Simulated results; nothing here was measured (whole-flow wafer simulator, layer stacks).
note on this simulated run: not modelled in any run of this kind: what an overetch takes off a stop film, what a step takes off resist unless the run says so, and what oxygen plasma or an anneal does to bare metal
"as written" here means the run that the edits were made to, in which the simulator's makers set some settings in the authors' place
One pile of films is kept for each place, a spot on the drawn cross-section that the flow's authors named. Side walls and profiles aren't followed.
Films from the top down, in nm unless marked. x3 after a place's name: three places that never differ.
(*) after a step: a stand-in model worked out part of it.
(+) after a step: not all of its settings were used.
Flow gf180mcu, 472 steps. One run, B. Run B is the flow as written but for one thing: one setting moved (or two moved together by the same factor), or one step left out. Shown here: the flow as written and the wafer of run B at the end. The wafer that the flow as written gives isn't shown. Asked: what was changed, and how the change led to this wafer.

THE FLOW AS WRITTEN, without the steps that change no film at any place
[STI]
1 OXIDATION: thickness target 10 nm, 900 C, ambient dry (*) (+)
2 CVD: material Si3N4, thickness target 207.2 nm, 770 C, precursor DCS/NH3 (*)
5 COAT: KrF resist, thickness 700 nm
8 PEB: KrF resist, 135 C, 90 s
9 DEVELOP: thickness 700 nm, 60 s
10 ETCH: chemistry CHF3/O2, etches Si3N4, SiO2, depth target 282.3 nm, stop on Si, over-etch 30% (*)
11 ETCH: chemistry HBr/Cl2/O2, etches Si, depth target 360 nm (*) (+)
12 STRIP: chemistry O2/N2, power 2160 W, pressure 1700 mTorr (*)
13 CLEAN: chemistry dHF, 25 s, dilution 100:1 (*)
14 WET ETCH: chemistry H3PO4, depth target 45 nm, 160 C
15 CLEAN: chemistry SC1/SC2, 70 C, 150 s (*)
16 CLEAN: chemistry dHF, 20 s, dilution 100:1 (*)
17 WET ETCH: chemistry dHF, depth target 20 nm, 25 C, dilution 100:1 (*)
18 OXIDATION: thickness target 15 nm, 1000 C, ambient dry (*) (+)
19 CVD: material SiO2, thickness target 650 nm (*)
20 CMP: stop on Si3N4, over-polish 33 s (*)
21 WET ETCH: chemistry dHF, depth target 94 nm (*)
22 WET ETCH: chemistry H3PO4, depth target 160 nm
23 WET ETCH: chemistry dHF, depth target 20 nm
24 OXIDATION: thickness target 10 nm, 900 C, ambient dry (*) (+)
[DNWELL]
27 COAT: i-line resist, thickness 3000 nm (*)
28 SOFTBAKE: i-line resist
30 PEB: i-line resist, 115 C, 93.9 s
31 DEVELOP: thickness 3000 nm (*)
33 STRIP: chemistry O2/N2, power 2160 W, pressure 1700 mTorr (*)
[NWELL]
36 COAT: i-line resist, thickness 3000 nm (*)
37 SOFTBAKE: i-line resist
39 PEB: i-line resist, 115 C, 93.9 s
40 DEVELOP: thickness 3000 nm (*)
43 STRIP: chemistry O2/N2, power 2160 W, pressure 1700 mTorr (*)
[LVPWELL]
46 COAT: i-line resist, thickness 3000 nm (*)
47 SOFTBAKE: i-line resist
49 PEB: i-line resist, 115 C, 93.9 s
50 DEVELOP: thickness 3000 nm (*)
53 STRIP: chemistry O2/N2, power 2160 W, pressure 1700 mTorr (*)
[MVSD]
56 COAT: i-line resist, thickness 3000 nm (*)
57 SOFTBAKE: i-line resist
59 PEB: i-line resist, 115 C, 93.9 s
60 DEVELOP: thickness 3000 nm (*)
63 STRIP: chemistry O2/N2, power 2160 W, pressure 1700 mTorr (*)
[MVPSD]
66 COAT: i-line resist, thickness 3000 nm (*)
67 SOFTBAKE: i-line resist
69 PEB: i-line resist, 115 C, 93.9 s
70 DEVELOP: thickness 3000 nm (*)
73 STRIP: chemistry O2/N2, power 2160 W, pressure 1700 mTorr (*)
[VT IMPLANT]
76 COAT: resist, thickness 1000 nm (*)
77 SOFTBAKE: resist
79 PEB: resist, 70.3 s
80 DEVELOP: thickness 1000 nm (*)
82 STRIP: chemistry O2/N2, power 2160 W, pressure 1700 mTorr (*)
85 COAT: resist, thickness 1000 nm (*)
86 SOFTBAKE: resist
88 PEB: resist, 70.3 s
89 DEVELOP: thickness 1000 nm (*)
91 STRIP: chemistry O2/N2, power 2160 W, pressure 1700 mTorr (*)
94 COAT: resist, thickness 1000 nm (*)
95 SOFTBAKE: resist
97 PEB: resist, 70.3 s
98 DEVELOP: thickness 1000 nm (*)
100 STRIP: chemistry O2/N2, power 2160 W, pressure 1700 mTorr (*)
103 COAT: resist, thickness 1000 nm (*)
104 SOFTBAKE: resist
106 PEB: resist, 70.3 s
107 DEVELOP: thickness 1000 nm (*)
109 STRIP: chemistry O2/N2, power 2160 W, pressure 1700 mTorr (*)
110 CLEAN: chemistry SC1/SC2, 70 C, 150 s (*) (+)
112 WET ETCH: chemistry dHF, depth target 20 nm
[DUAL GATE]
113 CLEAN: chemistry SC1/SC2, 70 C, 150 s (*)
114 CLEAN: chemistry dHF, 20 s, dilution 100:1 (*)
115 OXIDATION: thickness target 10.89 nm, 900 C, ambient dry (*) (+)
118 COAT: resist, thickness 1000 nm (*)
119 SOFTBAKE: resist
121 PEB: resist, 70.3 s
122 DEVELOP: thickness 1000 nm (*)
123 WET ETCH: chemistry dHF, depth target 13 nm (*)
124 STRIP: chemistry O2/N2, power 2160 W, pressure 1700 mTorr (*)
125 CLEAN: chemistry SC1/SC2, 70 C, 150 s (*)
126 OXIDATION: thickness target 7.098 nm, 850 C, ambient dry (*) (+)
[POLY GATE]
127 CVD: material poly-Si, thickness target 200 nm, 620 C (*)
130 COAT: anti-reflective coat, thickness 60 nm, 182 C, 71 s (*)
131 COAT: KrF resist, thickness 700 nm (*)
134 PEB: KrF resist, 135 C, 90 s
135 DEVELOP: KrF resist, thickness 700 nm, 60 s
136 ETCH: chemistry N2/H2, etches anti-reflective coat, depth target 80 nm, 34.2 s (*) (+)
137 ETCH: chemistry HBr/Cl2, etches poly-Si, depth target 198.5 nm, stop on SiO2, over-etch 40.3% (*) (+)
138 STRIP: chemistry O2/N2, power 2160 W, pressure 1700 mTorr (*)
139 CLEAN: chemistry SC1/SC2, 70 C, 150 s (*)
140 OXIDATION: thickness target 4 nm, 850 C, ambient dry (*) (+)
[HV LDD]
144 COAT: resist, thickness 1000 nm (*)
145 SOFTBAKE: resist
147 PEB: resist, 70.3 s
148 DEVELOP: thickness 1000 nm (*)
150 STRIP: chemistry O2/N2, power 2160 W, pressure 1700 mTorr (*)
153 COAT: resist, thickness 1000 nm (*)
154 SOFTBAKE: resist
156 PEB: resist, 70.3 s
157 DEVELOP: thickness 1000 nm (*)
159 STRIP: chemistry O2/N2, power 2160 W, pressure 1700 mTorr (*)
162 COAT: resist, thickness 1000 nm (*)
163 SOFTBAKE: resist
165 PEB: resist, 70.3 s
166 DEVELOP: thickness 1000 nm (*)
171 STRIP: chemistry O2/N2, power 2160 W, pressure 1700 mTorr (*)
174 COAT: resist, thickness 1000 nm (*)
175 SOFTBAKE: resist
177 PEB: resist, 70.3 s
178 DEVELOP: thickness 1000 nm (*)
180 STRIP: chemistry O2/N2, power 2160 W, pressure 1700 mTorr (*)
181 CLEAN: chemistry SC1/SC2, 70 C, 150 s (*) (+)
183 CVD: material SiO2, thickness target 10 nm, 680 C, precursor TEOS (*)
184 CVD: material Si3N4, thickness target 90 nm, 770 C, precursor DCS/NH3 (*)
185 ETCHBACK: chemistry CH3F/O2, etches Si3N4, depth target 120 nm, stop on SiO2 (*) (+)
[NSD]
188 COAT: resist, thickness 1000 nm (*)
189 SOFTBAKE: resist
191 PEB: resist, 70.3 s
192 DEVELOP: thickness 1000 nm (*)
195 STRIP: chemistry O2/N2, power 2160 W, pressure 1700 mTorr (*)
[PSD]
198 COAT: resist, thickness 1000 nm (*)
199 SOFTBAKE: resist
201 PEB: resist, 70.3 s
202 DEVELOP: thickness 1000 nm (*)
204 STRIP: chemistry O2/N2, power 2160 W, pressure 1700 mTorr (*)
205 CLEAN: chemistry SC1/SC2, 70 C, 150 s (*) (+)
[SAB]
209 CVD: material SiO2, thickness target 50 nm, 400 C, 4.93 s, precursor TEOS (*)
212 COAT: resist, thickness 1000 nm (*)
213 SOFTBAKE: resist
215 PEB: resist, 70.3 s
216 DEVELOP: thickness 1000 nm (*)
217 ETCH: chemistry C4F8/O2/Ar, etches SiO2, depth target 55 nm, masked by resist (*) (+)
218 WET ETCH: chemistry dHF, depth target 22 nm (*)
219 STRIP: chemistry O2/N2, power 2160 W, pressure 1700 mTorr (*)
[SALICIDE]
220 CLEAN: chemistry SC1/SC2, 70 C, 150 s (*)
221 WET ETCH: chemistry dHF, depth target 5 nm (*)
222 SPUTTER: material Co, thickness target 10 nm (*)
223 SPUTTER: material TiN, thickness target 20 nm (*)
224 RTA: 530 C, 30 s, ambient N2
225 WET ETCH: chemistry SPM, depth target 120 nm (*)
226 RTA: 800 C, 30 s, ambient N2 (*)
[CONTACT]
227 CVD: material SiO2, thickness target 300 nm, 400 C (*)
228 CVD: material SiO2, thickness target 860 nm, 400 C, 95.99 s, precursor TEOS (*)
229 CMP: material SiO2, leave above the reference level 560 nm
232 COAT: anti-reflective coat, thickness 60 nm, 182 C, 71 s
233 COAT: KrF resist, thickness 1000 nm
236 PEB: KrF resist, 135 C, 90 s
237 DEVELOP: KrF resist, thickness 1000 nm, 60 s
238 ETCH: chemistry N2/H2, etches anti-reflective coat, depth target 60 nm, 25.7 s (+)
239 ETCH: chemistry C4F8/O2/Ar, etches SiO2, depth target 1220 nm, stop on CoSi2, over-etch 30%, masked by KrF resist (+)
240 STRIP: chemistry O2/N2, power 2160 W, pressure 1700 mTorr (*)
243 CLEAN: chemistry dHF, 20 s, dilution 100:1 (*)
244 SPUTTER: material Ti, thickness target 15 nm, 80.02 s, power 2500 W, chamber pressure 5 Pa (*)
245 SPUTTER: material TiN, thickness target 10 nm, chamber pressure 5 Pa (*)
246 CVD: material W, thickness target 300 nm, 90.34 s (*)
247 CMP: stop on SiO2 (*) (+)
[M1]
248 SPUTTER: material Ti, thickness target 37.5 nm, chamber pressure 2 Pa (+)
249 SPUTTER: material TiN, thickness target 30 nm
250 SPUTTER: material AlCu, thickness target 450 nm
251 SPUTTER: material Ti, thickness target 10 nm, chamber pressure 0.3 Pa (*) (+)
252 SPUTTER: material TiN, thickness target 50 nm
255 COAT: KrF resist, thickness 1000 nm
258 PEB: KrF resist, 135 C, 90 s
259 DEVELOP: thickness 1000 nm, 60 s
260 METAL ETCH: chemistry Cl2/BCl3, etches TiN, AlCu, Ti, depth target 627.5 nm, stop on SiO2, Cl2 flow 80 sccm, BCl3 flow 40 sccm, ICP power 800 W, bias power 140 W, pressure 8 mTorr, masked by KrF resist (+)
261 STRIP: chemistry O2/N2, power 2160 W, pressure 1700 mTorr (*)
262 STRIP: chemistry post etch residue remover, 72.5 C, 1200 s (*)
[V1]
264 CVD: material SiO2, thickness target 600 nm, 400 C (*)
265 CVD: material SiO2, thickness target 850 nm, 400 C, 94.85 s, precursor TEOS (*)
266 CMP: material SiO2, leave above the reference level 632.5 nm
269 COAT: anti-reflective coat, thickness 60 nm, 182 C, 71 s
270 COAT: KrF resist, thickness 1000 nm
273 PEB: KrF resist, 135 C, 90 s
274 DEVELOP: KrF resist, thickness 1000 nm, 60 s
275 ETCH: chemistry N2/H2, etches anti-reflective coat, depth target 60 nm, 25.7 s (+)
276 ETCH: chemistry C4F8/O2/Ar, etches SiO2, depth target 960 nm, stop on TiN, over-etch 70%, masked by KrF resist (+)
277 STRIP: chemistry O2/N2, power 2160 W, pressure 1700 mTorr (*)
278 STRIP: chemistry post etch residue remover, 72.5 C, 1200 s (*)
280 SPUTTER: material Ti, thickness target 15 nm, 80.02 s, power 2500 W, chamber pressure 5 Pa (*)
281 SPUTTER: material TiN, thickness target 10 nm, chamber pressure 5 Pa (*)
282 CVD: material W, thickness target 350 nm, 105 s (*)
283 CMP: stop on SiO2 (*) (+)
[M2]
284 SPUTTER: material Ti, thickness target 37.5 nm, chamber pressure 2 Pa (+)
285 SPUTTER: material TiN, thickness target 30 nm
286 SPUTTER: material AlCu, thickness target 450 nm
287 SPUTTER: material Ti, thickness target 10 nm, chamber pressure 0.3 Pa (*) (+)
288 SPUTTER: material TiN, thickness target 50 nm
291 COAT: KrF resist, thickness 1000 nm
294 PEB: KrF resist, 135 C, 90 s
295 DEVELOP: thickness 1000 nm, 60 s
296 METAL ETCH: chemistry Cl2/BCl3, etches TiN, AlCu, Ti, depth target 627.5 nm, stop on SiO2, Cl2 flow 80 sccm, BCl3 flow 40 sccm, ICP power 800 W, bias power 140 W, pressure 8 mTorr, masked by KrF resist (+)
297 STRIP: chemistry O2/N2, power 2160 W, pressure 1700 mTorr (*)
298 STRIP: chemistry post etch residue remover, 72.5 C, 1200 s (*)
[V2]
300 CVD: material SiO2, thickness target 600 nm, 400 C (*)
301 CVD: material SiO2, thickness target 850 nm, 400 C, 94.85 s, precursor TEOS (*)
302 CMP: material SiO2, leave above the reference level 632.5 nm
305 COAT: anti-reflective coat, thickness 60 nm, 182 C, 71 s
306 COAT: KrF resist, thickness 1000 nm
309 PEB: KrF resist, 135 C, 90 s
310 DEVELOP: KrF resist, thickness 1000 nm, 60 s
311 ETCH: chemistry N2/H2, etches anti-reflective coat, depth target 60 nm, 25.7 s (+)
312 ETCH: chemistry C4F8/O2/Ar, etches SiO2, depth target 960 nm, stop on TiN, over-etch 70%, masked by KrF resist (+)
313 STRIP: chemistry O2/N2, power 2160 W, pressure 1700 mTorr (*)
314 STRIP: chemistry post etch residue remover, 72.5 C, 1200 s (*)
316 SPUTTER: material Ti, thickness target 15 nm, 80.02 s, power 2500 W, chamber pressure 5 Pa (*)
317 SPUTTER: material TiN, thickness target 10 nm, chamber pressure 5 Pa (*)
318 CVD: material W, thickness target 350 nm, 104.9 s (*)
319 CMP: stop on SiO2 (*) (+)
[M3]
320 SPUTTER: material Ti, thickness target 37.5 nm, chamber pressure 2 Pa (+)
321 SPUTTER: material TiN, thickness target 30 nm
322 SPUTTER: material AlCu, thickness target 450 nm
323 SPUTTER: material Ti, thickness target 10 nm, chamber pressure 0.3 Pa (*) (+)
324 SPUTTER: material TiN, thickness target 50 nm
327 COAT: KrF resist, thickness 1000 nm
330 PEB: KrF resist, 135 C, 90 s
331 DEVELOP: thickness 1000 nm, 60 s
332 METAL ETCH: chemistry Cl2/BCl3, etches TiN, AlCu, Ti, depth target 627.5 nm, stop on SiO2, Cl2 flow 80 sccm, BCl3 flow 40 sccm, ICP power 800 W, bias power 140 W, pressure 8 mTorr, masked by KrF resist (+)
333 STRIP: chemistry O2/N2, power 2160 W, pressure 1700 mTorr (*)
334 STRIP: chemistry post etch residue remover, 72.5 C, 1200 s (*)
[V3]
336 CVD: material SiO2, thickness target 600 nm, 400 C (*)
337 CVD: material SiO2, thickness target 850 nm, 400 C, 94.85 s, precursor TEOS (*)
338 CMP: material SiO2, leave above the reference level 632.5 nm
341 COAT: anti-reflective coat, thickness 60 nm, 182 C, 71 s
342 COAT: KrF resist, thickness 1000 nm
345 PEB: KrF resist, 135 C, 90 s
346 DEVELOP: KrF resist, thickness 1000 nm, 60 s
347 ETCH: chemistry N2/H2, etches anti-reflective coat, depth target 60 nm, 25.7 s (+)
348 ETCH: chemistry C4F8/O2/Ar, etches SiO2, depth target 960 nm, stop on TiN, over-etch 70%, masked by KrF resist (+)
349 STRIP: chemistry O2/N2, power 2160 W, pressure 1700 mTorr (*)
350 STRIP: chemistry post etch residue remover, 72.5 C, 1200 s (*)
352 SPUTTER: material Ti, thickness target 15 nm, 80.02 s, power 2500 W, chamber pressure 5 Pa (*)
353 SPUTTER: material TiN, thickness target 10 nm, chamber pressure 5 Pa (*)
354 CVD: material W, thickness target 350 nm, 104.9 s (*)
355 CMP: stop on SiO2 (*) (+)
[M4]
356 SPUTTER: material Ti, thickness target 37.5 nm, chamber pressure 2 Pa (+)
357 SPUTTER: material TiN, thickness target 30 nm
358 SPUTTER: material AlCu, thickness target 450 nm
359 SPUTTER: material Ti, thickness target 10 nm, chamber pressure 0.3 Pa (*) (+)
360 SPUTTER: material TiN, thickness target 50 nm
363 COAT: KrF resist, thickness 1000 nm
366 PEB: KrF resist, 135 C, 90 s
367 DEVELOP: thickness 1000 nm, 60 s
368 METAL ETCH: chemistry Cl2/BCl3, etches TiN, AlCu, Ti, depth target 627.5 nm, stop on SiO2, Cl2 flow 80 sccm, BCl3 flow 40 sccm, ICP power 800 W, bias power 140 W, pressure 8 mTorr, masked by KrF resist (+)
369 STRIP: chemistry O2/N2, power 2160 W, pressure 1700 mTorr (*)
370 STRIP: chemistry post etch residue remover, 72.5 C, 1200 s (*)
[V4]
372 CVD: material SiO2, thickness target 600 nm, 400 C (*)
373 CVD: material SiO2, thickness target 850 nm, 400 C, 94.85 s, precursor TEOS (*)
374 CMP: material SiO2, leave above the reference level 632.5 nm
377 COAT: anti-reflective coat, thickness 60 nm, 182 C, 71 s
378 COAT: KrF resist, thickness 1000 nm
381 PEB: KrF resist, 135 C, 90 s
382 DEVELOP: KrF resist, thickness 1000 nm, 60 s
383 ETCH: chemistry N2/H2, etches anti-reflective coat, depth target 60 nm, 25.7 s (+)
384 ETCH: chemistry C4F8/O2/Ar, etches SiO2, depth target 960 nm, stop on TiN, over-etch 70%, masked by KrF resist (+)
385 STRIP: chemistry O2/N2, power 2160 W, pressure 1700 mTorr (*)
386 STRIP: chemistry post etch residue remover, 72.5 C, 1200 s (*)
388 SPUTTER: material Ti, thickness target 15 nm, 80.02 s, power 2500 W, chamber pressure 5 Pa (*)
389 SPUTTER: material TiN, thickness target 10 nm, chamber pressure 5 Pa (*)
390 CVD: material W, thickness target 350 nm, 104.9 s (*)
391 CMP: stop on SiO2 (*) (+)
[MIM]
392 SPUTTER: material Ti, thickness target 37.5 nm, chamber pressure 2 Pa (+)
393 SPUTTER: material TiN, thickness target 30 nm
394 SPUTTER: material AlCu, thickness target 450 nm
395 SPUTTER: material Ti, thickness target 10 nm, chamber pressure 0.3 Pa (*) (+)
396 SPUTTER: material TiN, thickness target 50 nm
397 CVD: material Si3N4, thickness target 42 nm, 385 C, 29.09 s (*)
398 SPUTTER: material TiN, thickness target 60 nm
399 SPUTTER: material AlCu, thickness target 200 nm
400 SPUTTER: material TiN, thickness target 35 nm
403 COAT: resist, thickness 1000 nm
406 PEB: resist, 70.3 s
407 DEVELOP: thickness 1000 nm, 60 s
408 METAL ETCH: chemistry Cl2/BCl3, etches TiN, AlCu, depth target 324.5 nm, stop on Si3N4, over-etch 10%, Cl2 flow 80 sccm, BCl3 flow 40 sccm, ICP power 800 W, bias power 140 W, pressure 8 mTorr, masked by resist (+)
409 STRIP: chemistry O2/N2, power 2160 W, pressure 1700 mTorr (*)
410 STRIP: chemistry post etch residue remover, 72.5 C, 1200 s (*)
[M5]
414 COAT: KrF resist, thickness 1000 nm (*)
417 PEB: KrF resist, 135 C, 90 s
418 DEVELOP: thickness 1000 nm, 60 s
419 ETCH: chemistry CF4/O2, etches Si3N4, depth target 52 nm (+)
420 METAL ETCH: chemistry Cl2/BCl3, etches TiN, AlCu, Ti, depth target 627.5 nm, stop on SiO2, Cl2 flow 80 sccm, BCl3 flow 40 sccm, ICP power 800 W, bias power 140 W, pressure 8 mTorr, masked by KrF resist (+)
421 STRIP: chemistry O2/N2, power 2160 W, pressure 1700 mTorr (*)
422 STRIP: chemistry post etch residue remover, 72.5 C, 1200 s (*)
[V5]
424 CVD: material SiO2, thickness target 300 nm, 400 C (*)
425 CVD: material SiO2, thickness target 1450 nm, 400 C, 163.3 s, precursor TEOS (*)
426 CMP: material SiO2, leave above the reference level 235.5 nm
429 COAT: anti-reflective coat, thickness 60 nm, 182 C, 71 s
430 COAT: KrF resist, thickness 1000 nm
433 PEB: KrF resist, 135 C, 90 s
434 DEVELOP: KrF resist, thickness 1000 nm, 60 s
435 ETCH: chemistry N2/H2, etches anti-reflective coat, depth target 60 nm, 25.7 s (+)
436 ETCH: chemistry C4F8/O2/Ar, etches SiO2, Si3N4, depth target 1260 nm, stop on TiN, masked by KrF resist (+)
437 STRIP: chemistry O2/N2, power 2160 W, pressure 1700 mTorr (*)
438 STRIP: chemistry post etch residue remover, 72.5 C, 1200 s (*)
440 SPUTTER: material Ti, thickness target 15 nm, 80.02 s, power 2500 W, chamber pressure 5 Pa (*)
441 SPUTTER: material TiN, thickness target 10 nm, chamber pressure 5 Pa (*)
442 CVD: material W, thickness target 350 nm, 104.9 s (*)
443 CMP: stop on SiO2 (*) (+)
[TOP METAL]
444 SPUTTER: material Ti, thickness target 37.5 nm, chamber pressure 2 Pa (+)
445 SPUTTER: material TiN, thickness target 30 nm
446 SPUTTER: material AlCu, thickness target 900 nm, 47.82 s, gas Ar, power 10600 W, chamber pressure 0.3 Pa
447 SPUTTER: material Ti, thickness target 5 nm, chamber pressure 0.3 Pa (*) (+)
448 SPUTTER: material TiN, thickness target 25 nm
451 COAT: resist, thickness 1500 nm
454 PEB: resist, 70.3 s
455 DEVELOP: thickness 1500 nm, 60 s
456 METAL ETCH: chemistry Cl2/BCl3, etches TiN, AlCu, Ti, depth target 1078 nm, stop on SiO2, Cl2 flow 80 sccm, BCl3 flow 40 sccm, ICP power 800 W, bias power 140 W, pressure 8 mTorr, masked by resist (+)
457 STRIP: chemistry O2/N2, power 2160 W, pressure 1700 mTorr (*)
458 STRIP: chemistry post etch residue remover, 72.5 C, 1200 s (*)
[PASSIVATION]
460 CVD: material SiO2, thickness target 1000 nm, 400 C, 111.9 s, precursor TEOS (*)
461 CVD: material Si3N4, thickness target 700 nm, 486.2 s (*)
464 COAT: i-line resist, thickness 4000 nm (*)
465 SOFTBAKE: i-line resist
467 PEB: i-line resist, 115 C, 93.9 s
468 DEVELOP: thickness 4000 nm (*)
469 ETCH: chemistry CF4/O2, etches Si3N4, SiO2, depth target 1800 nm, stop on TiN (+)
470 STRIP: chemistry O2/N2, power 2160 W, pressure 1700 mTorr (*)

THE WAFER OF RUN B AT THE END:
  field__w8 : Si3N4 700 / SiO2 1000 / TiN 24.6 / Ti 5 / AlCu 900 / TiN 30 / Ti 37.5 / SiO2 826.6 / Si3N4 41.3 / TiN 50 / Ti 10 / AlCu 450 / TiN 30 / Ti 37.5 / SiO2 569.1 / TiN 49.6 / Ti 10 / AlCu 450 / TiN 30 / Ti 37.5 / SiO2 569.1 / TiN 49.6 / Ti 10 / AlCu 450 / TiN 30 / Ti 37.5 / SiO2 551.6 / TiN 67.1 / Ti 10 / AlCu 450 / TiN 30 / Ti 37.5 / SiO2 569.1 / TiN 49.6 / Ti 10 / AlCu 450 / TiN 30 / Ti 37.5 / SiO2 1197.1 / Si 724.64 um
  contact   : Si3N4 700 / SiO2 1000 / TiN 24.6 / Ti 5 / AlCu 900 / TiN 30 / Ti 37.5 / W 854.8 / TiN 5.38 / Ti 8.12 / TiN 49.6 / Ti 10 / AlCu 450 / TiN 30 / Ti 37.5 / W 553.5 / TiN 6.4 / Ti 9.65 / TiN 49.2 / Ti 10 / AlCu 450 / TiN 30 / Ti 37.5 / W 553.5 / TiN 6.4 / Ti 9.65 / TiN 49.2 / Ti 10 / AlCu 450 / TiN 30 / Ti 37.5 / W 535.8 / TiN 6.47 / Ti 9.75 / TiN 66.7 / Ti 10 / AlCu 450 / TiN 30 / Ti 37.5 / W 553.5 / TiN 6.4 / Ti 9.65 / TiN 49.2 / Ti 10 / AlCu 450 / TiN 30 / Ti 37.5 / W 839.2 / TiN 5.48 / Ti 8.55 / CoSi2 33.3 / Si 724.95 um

The cause: step 288, SPUTTER: thickness target 67.5 nm was run, where the flow has thickness target 50 nm.

How the change led to this, step by step:
  288 SPUTTER: material TiN, thickness target 50 nm
      field, field__w1, field__w2 and 108 more: TiN +67.5 (new film) (as written it would be: TiN +50 (new film))
  296 METAL ETCH: chemistry Cl2/BCl3, etches TiN, AlCu, Ti, depth target 627.5 nm, stop on SiO2, Cl2 flow 80 sccm, BCl3 flow 40 sccm, ICP power 800 W, bias power 140 W, pressure 8 mTorr, masked by KrF resist (+)
      field, field__w1, field__w2 and 103 more: TiN -67.5 (all of it), Ti -10 (all of it), AlCu -450 (all of it), TiN -30 (all of it), Ti -37.5 (all of it) (as written it would be: TiN -50 (all of it), Ti -10 (all of it), AlCu -450 (all of it), TiN -30 (all of it), Ti -37.5 (all of it))
  312 ETCH: chemistry C4F8/O2/Ar, etches SiO2, depth target 960 nm, stop on TiN, over-etch 70%, masked by KrF resist (+)
      contact: SiO2 -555 (all of it) (as written it would be: SiO2 -572.5 (all of it))
